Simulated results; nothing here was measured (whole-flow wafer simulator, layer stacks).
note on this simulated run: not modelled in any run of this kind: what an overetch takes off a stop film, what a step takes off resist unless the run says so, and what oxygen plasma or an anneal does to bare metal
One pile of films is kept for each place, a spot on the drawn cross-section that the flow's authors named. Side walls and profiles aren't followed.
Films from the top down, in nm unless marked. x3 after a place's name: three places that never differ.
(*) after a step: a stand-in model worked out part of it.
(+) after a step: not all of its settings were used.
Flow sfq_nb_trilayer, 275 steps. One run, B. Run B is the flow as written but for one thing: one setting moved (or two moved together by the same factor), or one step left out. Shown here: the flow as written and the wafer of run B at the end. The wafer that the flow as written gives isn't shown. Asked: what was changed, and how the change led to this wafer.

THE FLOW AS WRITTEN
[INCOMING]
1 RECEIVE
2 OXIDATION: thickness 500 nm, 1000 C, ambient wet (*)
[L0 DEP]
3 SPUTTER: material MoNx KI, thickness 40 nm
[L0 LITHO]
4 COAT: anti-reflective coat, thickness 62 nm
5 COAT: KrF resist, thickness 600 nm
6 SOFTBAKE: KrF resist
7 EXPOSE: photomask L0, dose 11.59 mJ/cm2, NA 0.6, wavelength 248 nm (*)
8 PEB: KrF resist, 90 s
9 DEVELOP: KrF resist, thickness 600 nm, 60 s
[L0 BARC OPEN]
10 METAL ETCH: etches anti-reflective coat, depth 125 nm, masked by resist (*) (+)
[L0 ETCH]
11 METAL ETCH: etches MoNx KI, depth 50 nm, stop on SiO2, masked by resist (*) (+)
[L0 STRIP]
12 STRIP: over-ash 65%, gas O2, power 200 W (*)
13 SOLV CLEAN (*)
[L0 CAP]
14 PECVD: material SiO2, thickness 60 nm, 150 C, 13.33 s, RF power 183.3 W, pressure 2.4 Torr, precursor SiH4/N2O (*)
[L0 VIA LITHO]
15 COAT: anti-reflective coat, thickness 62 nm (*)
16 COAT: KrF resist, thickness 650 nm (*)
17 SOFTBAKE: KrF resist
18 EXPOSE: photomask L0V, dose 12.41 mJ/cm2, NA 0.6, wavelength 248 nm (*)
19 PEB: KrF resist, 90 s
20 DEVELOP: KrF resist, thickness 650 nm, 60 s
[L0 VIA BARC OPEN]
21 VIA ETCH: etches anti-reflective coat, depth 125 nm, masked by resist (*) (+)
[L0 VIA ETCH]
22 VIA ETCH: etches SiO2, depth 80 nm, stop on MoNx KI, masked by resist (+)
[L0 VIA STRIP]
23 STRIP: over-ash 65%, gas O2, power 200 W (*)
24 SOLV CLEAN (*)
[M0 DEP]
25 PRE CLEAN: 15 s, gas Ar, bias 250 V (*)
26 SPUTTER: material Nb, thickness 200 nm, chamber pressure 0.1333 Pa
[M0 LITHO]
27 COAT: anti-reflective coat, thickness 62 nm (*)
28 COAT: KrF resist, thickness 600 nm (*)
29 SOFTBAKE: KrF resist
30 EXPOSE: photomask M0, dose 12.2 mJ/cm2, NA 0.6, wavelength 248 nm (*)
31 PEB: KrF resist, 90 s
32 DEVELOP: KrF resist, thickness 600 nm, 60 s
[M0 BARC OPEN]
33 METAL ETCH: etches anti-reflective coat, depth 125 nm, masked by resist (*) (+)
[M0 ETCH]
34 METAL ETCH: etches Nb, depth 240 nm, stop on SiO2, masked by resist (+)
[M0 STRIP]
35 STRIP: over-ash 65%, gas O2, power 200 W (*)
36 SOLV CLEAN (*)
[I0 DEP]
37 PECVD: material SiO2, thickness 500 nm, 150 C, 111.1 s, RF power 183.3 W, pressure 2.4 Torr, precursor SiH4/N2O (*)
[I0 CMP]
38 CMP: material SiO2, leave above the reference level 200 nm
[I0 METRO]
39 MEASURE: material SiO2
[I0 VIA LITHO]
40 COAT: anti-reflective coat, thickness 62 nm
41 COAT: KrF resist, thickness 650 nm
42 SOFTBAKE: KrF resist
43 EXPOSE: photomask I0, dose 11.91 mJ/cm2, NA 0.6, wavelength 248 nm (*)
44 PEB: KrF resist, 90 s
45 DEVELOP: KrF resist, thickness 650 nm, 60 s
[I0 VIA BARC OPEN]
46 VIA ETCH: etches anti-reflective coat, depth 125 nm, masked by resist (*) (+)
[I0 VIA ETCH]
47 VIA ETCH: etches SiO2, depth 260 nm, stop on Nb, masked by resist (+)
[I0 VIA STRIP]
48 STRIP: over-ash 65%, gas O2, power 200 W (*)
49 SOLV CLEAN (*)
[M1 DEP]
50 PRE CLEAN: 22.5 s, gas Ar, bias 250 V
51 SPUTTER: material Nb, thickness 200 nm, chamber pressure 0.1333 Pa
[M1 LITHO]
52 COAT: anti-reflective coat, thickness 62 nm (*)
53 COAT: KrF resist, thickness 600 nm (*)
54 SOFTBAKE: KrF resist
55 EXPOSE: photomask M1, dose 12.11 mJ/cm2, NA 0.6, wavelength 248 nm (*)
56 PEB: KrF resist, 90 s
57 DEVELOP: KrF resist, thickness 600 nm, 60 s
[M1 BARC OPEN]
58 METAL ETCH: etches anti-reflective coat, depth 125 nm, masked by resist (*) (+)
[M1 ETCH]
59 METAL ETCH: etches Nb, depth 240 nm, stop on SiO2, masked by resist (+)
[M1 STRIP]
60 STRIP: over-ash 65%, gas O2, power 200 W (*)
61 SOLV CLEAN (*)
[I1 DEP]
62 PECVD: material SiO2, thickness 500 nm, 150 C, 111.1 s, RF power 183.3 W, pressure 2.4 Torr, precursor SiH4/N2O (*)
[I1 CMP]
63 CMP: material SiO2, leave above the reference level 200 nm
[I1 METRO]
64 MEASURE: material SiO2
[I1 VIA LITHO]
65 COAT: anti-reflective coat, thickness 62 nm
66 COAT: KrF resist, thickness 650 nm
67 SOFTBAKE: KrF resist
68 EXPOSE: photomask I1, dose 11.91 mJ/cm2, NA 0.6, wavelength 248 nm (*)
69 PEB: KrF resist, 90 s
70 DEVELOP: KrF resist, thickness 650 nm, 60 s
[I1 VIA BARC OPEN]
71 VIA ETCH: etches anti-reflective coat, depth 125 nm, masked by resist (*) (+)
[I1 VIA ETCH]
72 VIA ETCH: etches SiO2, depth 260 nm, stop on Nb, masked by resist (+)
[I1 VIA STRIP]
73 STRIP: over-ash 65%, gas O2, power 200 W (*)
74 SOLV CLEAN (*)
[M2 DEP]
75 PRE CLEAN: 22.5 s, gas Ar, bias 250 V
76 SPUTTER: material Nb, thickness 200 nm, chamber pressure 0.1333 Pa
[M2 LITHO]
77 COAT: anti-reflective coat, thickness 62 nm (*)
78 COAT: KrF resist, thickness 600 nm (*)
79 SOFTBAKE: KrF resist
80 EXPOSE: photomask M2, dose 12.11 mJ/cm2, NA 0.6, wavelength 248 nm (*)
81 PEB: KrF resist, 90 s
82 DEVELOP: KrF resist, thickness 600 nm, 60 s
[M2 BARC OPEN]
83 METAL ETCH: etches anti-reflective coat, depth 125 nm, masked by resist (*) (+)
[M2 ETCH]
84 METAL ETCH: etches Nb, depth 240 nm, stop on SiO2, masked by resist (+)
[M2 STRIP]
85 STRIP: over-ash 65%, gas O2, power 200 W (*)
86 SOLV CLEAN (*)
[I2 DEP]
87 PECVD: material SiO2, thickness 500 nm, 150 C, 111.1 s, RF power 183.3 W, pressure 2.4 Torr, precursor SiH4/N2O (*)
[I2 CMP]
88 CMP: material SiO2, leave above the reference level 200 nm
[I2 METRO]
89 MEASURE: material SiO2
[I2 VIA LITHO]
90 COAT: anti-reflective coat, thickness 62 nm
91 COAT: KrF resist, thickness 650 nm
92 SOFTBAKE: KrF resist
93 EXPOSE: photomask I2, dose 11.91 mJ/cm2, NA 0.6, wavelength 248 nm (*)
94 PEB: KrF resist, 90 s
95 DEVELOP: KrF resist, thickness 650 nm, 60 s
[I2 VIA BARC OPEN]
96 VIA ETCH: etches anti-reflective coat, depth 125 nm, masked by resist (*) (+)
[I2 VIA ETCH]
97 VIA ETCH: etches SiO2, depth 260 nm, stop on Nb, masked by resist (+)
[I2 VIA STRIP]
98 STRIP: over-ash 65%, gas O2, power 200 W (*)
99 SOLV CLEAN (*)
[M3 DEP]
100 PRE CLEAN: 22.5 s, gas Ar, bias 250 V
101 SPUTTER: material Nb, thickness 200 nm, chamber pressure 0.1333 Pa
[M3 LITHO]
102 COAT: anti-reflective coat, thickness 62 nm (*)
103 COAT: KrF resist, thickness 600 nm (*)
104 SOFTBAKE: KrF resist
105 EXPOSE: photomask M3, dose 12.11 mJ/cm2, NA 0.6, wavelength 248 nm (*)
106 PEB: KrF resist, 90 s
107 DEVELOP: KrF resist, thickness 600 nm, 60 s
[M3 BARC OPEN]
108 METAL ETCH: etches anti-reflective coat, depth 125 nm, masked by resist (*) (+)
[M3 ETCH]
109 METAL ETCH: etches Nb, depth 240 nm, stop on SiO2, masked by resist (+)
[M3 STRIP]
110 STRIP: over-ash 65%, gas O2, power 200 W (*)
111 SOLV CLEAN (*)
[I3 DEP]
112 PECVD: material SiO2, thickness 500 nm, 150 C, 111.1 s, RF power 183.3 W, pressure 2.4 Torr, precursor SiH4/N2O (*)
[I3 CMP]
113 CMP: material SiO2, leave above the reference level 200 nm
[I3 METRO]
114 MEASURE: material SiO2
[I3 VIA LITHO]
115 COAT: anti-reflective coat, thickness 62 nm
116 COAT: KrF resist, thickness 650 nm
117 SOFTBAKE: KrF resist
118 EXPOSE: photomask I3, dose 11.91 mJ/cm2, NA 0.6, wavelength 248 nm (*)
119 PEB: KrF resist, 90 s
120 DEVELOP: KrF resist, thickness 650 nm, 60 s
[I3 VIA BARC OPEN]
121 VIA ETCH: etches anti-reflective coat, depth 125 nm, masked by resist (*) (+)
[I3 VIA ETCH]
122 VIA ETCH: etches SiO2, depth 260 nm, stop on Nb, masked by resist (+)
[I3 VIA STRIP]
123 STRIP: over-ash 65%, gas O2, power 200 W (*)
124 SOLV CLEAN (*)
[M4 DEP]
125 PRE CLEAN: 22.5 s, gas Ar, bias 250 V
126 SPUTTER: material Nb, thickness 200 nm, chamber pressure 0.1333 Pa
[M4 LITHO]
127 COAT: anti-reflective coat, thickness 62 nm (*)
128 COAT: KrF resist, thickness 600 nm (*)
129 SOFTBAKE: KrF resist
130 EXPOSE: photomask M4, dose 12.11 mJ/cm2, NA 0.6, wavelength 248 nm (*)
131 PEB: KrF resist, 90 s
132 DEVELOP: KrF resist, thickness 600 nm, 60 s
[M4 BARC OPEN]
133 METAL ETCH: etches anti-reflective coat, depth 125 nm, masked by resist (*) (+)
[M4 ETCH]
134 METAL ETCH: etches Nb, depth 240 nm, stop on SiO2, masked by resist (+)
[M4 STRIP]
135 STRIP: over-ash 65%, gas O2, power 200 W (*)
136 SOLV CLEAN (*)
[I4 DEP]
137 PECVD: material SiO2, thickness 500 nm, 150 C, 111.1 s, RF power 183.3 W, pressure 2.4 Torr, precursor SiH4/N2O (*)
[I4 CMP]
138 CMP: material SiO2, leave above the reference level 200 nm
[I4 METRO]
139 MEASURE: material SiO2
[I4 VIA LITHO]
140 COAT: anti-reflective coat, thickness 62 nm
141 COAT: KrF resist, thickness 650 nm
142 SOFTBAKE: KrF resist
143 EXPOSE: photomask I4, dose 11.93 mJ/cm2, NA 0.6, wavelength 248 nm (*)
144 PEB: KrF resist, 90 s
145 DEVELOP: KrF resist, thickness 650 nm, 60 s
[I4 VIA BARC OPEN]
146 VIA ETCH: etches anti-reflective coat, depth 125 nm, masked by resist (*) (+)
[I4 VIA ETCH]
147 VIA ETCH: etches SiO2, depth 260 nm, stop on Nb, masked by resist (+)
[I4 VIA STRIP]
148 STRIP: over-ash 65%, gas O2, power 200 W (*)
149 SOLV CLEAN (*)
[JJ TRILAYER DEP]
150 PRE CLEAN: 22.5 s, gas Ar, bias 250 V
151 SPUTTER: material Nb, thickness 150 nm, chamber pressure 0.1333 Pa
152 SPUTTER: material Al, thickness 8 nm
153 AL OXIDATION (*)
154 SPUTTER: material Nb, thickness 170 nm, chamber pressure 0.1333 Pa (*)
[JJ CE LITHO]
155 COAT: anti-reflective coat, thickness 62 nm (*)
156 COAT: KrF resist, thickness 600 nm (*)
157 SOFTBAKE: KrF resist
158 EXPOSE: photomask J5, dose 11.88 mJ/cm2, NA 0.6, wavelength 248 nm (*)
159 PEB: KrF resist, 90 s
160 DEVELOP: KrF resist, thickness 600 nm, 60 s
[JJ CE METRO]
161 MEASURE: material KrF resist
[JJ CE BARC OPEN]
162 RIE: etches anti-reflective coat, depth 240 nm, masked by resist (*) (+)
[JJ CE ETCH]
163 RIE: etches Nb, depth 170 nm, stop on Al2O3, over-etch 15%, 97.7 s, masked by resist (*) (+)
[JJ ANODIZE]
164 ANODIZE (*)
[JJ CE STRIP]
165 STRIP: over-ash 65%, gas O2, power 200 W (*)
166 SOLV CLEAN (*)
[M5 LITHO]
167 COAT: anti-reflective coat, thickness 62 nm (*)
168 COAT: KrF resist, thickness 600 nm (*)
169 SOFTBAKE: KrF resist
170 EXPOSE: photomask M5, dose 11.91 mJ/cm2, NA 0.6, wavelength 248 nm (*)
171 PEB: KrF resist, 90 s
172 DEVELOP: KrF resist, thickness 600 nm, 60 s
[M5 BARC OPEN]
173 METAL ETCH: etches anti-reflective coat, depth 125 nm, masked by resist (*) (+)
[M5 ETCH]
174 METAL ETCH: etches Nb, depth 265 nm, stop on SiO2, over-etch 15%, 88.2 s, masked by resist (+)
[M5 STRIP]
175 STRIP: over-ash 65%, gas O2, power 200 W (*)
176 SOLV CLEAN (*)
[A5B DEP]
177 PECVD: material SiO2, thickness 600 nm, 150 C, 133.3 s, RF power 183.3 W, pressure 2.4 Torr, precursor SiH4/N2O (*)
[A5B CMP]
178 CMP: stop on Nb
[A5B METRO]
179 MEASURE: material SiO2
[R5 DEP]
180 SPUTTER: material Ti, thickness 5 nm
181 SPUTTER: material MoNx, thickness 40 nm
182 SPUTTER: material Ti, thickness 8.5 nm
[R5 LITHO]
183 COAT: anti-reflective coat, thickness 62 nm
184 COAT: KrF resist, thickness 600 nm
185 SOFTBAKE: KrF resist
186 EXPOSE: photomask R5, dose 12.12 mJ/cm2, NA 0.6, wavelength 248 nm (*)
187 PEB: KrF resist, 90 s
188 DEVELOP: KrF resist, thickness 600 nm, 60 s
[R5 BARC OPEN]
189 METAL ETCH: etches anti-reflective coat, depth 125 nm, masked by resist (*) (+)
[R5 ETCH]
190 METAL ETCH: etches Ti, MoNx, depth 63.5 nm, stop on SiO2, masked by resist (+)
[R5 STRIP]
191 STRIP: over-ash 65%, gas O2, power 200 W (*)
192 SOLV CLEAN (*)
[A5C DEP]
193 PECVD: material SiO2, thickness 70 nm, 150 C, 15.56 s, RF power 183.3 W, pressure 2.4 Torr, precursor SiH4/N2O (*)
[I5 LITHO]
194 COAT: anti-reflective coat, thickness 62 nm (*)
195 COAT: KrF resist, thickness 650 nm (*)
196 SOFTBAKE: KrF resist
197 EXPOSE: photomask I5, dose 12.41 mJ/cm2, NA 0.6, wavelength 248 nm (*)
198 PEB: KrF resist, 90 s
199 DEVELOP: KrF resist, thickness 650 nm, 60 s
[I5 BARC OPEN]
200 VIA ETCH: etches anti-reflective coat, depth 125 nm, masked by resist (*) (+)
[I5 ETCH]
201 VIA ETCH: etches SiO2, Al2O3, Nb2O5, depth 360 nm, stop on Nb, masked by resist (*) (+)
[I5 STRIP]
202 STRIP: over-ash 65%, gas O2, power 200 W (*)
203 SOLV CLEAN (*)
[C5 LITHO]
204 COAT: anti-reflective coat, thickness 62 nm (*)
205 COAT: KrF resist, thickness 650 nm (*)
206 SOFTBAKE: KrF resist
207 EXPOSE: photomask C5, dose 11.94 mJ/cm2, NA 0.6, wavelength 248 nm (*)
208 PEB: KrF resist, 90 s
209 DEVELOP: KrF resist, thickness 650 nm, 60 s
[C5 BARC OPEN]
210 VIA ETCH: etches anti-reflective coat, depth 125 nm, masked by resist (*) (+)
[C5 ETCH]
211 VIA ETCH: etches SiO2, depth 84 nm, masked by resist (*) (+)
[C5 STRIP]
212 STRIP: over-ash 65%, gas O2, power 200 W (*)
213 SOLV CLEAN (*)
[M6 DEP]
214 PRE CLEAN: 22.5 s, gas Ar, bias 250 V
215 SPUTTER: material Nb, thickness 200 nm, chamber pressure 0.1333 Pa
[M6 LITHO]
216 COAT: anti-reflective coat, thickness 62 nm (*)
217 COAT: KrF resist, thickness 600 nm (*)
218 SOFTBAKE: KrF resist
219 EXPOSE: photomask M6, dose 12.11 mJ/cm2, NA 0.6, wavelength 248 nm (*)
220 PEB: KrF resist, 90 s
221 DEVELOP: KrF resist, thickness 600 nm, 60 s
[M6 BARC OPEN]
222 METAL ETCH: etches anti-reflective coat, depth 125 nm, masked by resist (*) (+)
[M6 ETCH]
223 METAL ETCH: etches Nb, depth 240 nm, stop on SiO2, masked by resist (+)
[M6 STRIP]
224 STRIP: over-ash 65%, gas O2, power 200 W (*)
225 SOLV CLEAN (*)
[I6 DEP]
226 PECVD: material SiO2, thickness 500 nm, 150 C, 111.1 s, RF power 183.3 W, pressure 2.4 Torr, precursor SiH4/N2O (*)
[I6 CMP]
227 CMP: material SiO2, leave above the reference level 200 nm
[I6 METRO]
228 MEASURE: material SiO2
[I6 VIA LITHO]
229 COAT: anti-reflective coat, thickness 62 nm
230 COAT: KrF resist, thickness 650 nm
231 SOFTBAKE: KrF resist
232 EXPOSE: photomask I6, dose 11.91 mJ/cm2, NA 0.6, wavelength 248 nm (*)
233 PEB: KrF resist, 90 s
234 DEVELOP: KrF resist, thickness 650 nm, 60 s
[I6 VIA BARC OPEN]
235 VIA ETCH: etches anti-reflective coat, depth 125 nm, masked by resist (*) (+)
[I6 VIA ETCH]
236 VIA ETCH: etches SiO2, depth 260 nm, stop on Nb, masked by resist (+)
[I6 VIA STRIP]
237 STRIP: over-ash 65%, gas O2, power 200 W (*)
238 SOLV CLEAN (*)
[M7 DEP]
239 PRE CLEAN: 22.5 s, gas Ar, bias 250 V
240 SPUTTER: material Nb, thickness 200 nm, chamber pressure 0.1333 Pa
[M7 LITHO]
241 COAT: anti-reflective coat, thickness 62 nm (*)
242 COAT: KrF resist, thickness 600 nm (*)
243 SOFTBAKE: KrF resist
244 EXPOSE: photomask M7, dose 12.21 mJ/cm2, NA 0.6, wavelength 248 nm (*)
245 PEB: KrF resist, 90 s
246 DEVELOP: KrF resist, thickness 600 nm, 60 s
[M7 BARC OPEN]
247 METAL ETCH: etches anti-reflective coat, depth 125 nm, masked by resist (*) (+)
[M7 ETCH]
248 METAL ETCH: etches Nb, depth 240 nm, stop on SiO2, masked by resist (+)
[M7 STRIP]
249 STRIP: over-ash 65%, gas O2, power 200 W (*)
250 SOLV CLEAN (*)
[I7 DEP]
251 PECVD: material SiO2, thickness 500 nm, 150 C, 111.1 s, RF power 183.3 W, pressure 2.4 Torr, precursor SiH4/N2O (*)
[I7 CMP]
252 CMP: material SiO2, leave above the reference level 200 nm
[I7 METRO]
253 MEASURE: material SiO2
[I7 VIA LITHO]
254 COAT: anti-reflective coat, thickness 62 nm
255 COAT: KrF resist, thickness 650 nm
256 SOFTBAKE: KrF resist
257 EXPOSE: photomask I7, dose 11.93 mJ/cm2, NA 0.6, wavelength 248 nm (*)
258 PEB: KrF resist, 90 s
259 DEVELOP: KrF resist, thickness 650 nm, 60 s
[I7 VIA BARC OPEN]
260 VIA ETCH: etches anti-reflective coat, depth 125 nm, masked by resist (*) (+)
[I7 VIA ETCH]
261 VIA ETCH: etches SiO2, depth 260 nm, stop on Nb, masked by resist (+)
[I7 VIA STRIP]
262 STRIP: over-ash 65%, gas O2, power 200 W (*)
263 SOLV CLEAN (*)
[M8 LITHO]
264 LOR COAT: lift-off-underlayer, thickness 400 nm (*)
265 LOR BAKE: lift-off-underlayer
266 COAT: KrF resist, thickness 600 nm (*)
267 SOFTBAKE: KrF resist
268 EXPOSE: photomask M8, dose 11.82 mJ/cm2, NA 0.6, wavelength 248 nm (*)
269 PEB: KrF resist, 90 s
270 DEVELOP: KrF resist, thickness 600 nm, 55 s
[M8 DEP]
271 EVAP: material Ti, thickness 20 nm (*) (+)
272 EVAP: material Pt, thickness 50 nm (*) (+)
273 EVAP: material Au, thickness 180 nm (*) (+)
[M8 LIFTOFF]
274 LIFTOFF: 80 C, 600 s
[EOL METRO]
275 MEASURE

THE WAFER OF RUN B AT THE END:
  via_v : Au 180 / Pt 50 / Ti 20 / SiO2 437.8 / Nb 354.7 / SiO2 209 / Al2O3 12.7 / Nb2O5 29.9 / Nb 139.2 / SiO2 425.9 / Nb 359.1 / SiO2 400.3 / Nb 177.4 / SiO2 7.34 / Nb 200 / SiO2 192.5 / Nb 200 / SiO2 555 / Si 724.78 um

The cause: step 72, VIA ETCH: depth 185 nm was run, where the flow has depth 260 nm.

How the change led to this, step by step:
  72 VIA ETCH: etches SiO2, depth 260 nm, stop on Nb, masked by resist (+)
      via_v: SiO2 -185 (as written it would be: SiO2 -199.8 (all of it))
      field_l, v_sur, via_wl and 102 more: KrF resist -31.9 (as written it would be: KrF resist -44.8)
  73 STRIP: over-ash 65%, gas O2, power 200 W (*)
      field_l, v_sur, via_wl and 102 more: KrF resist -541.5 (all of it), anti-reflective coat -62 (all of it) (as written it would be: KrF resist -528.6 (all of it), anti-reflective coat -62 (all of it))
  75 PRE CLEAN: 22.5 s, gas Ar, bias 250 V
      via_v: SiO2 -7.5 (as written it would be: Nb -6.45)
  76 SPUTTER: material Nb, thickness 200 nm, chamber pressure 0.1333 Pa
      via_v: Nb +177.4 (new film) (as written it would be: Nb +174.5)
  77 COAT: anti-reflective coat, thickness 62 nm (*)
      via_v: anti-reflective coat +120 (new film) (as written it would be: anti-reflective coat +123.1 (new film))
  85 STRIP: over-ash 65%, gas O2, power 200 W (*)
      via_v: KrF resist -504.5 (all of it), anti-reflective coat -120 (all of it) (as written it would be: KrF resist -515.8 (all of it), anti-reflective coat -123.1 (all of it))
  87 PECVD: material SiO2, thickness 500 nm, 150 C, 111.1 s, RF power 183.3 W, pressure 2.4 Torr, precursor SiH4/N2O (*)
      via_v: SiO2 +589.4 (new film) (as written it would be: SiO2 +606 (new film))
Counting metal films that touch as one body, via_v has 7 bodies (between them, from the top down: SiO2 437.8; SiO2 209 / Al2O3 12.7 / Nb2O5 29.9; SiO2 425.9; SiO2 400.3; SiO2 7.34; SiO2 192.5); the flow as written gives 6 bodies (between them, from the top down: SiO2 437.8; SiO2 209 / Al2O3 12.7 / Nb2O5 29.9; SiO2 425.9; SiO2 416.9; SiO2 192.5).
